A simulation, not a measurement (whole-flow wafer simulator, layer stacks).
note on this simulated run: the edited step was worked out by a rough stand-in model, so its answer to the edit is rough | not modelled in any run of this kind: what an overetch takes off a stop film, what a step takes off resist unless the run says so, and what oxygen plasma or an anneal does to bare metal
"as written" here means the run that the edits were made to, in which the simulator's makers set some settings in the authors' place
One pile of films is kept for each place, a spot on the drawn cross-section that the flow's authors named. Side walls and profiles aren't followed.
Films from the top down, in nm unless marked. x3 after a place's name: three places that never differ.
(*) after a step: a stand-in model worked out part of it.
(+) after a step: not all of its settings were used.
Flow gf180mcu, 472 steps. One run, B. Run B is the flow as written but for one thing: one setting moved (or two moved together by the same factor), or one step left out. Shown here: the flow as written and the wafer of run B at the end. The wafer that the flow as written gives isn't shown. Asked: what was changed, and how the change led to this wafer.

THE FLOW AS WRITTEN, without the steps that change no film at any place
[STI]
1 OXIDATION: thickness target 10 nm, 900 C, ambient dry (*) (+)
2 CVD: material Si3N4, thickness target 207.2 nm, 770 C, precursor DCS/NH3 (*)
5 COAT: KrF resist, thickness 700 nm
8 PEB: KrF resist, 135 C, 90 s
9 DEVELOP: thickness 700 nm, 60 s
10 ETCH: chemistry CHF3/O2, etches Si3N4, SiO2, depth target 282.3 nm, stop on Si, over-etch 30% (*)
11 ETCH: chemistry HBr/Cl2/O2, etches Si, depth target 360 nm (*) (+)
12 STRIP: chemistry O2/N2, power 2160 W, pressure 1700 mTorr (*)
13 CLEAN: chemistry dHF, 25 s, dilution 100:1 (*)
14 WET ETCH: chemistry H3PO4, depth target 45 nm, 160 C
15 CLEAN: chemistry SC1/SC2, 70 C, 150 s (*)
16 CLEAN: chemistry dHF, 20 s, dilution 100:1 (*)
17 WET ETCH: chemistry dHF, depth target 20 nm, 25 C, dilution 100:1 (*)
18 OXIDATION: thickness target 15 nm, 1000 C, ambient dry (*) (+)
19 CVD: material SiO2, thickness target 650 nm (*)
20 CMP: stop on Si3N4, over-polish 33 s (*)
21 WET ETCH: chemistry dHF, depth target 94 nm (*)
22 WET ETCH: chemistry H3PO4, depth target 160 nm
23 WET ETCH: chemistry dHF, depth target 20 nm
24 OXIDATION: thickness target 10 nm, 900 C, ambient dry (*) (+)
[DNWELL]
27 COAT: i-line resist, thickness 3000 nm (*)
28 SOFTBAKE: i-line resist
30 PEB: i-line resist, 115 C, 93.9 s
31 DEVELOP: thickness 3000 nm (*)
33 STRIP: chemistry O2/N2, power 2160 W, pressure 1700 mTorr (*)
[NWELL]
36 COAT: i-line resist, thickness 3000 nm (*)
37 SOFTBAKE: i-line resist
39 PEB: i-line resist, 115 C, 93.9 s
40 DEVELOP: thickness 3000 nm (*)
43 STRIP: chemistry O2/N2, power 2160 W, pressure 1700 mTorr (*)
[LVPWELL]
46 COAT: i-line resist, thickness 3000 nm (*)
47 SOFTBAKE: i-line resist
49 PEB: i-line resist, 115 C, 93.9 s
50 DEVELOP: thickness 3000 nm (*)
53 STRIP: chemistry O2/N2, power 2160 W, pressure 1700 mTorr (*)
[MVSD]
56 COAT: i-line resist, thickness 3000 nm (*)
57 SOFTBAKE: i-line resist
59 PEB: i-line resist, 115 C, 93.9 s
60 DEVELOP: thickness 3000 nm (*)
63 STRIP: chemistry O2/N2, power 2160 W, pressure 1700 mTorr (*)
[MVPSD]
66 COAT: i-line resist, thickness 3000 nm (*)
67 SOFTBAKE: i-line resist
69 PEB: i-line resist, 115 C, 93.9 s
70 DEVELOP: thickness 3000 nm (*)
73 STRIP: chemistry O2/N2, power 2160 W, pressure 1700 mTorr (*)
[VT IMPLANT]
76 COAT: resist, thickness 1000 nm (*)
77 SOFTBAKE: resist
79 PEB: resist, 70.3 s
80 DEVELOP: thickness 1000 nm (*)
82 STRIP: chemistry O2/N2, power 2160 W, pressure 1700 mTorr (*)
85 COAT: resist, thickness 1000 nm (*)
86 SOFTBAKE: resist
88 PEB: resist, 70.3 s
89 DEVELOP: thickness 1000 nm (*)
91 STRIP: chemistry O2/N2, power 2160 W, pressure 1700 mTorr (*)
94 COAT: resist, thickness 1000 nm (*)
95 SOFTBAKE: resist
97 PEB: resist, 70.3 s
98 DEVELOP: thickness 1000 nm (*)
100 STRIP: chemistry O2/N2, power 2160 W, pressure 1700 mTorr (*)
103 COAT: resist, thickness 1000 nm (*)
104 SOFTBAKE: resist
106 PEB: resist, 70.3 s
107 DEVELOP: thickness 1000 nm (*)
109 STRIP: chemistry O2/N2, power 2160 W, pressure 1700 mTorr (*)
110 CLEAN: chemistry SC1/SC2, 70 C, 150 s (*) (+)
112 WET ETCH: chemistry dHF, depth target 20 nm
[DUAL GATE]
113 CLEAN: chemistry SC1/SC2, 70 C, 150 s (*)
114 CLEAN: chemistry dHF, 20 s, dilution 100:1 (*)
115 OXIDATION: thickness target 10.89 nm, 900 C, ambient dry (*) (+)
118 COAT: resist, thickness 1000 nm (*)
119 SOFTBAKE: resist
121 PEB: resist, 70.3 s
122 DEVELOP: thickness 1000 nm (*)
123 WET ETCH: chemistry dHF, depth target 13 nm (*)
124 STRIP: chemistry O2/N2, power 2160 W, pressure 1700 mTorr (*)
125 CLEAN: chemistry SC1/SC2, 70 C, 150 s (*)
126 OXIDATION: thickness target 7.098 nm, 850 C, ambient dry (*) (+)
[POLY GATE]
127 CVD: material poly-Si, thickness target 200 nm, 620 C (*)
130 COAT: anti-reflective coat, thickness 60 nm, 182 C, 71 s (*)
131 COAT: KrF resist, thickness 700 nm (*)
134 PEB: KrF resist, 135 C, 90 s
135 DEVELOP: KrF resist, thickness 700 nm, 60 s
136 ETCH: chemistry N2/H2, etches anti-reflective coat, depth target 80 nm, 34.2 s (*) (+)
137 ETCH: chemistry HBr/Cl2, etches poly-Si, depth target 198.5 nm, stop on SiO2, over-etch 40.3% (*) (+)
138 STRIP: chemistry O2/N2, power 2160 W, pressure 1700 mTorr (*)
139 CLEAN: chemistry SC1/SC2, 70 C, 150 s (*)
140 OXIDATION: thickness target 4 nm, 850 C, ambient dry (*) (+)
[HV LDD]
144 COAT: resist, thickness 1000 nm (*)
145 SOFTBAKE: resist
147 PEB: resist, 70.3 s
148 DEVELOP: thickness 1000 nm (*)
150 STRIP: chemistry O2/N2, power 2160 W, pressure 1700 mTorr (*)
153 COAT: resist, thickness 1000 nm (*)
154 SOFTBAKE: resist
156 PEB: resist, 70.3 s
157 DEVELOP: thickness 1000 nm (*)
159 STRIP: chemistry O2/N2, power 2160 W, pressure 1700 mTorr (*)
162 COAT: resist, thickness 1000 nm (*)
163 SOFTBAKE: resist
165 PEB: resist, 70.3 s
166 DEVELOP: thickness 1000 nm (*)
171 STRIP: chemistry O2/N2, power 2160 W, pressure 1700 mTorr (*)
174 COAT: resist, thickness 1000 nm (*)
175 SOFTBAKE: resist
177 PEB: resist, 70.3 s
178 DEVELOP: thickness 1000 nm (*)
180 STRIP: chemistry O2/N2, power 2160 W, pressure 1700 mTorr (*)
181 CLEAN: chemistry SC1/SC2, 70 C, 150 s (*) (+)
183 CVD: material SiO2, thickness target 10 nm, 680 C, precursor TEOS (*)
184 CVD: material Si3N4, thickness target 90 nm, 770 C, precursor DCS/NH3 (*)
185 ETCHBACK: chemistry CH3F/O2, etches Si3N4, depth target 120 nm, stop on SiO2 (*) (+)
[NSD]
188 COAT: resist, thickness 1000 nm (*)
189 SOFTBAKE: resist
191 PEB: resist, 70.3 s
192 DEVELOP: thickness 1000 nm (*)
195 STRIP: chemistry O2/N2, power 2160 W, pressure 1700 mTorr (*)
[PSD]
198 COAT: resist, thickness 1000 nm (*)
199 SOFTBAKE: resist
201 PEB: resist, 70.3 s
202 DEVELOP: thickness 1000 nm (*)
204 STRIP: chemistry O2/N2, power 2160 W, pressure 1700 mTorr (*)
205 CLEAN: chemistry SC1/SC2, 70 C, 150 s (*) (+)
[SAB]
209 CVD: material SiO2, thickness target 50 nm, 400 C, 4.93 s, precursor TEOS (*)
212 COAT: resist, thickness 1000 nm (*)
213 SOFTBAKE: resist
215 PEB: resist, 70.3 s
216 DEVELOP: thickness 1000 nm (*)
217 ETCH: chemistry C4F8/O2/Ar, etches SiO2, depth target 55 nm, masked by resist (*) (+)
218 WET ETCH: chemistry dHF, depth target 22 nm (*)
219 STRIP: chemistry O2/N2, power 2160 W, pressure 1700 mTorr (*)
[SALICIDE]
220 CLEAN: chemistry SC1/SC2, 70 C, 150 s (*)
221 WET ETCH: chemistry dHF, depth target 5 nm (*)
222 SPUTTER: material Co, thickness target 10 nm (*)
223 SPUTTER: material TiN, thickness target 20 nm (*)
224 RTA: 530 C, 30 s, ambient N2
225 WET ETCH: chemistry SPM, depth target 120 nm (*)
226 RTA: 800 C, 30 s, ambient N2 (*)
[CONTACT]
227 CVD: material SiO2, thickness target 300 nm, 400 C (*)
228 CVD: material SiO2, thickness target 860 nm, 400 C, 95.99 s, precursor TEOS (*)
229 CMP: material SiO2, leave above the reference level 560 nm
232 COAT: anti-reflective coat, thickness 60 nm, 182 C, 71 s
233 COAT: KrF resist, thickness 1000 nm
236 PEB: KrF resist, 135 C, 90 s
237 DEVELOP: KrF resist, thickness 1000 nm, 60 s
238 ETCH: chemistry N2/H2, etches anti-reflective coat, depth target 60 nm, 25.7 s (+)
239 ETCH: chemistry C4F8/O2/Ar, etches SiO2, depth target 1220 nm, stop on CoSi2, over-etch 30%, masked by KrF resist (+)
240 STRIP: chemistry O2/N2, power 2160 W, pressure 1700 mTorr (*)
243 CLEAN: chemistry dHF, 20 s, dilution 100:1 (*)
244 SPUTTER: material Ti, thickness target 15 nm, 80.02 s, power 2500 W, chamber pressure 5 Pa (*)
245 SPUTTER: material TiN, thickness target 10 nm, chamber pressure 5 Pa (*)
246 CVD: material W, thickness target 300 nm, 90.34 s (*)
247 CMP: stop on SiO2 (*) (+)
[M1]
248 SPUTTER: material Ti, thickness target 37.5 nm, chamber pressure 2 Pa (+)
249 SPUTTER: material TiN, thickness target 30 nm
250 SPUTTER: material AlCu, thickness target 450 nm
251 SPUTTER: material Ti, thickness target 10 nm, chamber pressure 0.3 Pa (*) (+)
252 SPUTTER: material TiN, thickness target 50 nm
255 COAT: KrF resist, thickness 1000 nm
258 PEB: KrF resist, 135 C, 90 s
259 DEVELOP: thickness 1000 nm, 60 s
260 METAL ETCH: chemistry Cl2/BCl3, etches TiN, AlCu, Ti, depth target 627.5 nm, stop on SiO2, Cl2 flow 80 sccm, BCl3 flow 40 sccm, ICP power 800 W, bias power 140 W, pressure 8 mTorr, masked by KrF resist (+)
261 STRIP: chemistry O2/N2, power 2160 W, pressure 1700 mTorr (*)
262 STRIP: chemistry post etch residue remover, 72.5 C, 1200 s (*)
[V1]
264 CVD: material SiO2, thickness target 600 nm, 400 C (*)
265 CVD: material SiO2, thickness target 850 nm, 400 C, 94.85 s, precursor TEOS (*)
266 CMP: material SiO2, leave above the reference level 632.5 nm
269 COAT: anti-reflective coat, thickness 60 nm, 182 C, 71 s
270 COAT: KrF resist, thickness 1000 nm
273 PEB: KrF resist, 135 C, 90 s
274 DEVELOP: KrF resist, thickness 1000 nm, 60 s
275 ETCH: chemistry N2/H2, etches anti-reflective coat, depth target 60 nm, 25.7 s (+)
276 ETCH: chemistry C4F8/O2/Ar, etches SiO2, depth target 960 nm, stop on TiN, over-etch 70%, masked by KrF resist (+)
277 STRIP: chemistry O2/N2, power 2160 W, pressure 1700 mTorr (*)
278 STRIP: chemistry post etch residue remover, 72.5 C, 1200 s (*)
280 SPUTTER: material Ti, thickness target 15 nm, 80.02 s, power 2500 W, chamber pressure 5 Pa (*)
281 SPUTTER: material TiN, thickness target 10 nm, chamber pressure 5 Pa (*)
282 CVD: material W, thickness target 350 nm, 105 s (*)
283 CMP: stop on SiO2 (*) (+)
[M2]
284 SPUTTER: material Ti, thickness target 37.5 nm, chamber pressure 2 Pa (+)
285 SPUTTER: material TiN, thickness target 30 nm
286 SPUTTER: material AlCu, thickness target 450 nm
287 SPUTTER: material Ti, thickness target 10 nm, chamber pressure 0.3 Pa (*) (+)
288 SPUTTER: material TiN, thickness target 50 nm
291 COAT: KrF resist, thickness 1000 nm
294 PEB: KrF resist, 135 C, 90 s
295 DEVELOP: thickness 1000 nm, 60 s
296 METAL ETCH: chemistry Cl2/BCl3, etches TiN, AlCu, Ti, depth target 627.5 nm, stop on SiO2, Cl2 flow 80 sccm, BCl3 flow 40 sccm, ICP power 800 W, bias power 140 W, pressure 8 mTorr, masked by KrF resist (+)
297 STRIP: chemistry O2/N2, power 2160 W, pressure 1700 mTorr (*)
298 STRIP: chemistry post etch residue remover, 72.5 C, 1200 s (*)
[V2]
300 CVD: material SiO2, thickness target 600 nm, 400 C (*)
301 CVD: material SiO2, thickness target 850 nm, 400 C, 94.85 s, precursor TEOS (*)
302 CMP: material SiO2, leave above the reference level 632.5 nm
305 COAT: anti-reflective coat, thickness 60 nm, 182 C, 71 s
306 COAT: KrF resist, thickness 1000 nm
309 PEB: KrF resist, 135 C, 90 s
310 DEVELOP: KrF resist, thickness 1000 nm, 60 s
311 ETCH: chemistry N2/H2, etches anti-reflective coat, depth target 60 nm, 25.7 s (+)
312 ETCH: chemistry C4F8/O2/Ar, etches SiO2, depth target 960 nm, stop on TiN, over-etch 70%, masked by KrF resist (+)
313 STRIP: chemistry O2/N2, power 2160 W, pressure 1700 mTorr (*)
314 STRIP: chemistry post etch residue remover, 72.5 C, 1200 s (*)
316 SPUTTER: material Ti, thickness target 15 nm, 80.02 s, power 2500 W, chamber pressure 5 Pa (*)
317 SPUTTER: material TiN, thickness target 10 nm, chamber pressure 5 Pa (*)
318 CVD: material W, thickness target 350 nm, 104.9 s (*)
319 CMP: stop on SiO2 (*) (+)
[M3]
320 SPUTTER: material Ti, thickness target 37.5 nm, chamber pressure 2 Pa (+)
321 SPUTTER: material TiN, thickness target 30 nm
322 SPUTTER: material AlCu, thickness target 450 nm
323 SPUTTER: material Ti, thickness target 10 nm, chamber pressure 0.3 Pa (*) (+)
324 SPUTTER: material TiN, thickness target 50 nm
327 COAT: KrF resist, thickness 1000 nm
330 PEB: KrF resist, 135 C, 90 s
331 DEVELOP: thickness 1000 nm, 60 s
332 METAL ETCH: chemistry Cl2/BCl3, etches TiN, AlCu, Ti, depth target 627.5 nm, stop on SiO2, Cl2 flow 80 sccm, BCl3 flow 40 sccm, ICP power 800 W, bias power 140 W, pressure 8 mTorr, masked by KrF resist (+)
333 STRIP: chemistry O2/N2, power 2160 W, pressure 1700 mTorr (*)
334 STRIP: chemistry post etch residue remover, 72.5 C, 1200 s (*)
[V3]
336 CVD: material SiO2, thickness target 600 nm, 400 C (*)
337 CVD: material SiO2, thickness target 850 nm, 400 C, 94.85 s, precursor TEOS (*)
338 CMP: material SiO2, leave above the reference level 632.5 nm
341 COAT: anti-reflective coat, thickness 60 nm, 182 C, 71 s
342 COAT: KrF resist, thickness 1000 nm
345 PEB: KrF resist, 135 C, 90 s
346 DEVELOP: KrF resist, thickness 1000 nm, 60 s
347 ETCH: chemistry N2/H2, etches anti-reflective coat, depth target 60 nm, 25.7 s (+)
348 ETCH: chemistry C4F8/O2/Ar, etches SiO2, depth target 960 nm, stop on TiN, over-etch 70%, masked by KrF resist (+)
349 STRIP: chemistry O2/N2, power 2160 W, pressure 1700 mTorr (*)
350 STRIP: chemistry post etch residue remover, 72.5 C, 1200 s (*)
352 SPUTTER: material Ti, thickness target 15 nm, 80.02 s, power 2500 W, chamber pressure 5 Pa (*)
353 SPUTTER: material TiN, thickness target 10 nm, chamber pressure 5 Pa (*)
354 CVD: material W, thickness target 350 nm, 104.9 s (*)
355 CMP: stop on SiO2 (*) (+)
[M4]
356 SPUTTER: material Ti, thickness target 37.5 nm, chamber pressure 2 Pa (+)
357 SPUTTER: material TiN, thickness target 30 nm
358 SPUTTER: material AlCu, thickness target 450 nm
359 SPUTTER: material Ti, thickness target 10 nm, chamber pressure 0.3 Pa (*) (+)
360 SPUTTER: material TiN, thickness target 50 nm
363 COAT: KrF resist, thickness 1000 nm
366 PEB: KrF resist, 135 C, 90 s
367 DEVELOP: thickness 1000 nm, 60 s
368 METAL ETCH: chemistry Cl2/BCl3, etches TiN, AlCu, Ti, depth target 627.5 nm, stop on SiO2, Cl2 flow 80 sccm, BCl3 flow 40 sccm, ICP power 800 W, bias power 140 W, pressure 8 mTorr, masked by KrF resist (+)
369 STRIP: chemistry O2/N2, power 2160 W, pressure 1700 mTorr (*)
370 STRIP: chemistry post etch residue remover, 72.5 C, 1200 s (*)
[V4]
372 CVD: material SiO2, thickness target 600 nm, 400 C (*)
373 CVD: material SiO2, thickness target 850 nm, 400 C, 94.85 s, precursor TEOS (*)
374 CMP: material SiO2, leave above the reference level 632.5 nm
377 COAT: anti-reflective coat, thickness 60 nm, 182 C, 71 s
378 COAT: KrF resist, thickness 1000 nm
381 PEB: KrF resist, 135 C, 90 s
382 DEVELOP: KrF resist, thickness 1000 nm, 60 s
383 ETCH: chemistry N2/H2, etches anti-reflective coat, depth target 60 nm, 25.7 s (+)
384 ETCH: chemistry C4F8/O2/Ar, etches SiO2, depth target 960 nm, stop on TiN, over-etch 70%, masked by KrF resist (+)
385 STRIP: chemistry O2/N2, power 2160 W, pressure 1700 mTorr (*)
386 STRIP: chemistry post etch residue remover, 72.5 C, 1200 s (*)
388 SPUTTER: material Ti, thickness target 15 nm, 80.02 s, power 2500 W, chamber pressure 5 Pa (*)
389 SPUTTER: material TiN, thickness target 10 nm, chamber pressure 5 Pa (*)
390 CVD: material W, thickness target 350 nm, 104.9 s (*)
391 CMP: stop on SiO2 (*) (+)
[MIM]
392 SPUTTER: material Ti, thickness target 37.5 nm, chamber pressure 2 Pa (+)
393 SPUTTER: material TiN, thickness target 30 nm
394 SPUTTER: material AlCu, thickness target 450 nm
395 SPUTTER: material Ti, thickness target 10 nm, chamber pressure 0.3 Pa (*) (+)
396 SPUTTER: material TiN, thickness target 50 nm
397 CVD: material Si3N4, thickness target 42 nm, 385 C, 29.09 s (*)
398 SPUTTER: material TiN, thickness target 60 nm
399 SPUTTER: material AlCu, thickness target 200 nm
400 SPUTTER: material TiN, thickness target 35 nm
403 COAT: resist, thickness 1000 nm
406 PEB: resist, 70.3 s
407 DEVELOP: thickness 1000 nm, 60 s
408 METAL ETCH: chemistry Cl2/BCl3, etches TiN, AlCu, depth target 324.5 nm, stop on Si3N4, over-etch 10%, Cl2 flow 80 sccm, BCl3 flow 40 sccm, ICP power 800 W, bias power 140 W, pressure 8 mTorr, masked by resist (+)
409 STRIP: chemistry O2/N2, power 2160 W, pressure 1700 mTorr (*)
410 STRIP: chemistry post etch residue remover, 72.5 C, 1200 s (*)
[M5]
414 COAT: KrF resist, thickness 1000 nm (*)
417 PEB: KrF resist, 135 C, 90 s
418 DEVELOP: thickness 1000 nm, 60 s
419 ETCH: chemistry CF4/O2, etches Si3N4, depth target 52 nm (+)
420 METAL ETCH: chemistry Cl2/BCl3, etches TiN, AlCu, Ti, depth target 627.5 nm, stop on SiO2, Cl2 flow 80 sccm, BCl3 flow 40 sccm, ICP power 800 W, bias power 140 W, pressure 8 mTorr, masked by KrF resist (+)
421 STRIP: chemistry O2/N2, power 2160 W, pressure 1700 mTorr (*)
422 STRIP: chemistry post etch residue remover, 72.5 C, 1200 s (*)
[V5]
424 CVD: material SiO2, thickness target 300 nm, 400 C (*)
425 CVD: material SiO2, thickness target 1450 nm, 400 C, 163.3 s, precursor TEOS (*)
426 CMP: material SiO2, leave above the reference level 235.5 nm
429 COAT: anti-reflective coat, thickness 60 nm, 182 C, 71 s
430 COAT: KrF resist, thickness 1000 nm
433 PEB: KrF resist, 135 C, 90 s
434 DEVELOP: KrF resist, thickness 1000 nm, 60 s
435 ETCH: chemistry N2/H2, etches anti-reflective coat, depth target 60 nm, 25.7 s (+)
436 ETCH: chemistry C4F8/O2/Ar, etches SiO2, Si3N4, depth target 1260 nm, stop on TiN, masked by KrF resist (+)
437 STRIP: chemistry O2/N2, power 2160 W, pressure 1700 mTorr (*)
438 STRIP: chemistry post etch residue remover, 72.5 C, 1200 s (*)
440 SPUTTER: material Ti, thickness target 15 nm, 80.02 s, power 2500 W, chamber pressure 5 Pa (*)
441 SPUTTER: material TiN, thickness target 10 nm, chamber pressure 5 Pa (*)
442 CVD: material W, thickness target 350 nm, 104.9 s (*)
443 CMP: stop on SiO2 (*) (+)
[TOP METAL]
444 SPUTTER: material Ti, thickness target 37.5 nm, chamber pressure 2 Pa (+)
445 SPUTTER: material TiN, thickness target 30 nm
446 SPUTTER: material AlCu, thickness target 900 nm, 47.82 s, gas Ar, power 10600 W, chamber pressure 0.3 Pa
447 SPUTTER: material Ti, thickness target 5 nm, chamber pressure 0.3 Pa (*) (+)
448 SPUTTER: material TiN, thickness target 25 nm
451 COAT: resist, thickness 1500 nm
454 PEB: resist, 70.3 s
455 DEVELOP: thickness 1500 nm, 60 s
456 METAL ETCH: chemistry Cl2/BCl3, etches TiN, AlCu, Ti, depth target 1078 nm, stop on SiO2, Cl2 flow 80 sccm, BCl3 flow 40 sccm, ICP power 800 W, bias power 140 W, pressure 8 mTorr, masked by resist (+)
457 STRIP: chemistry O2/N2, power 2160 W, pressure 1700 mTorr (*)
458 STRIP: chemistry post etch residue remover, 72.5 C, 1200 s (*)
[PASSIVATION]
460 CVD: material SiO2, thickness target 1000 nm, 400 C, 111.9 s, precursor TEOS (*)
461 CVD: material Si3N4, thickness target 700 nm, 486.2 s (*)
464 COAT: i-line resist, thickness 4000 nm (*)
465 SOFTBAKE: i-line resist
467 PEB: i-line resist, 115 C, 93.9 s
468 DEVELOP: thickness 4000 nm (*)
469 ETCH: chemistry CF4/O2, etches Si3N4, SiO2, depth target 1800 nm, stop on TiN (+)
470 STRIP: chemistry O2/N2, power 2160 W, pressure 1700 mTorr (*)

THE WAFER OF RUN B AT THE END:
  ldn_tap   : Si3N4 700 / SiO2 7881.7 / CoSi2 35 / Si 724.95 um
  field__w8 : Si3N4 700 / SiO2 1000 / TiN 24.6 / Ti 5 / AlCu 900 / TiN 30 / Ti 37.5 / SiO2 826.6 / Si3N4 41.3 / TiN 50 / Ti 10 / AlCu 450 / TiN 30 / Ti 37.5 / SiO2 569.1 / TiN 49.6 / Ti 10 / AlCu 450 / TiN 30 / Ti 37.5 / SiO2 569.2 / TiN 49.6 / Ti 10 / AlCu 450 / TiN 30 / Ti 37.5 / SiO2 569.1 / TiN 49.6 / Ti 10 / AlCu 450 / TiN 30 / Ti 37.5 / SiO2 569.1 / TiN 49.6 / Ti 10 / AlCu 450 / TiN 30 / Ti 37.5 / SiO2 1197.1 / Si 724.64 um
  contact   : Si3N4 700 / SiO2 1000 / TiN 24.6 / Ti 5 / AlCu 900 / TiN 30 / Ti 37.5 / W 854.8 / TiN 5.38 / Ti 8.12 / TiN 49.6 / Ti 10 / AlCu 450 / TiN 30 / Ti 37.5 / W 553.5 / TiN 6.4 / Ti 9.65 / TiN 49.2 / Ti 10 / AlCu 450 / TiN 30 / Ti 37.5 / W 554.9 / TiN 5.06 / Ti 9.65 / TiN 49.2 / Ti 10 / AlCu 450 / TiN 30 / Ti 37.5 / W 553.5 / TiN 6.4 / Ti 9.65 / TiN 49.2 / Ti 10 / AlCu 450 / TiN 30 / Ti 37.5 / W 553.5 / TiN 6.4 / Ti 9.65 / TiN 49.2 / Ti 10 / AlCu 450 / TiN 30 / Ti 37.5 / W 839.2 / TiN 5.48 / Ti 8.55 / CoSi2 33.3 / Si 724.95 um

The cause: step 353, SPUTTER: thickness target 7.9 nm was run, where the flow has thickness target 10 nm.

How the change led to this, step by step:
  353 SPUTTER: material TiN, thickness target 10 nm, chamber pressure 5 Pa (*)
      field, field__w1, field__w2 and 107 more: TiN +7.9 (new film) (as written it would be: TiN +10 (new film))
      contact: TiN +5.06 (new film) (as written it would be: TiN +6.4 (new film))
  355 CMP: stop on SiO2 (*) (+)
      field, field__w1, field__w2 and 107 more: W -350 (all of it), TiN -7.9 (all of it), Ti -15 (all of it), SiO2 -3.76 (as written it would be: W -350 (all of it), TiN -10 (all of it), Ti -15 (all of it), SiO2 -3.78)
